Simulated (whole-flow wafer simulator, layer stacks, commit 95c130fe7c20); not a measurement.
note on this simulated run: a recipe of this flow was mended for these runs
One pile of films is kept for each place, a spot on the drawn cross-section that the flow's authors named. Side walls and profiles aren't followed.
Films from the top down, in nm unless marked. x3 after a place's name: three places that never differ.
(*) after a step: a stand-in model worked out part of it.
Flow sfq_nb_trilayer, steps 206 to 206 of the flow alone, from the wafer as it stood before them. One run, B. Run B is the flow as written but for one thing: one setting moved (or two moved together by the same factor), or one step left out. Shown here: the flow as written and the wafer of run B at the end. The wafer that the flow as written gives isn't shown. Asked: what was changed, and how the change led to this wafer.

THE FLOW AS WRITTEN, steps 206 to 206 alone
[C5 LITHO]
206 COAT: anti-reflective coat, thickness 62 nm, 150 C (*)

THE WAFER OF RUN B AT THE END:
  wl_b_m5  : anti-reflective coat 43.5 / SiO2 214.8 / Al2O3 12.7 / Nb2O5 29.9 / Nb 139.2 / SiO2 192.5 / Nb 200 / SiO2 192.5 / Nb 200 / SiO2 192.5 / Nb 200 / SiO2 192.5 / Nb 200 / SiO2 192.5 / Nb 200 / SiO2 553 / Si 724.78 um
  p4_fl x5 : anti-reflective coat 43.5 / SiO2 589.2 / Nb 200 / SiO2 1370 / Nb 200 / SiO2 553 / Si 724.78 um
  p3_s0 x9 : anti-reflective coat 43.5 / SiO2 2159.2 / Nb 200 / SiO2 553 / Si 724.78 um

The cause: step 206, COAT: thickness 43.5 nm was run, where the flow has thickness 62 nm.
It can be read off the wafer: wl_b_m5 has anti-reflective coat 43.5, and step 206 as written asks for 62 nm.

How the change led to this, step by step:
  206 COAT: anti-reflective coat, thickness 62 nm, 150 C (*)
      p4_fl x5, p4_w1 x9, p3_s0 x9 and 41 more: anti-reflective coat +43.5 (new film) (as written it would be: anti-reflective coat +62 (new film))
      r5r_line_l, r5r_line_c, r5r_line_r: anti-reflective coat +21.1 (new film) (as written it would be: anti-reflective coat +35.5 (new film))
      (and at 39 more places)
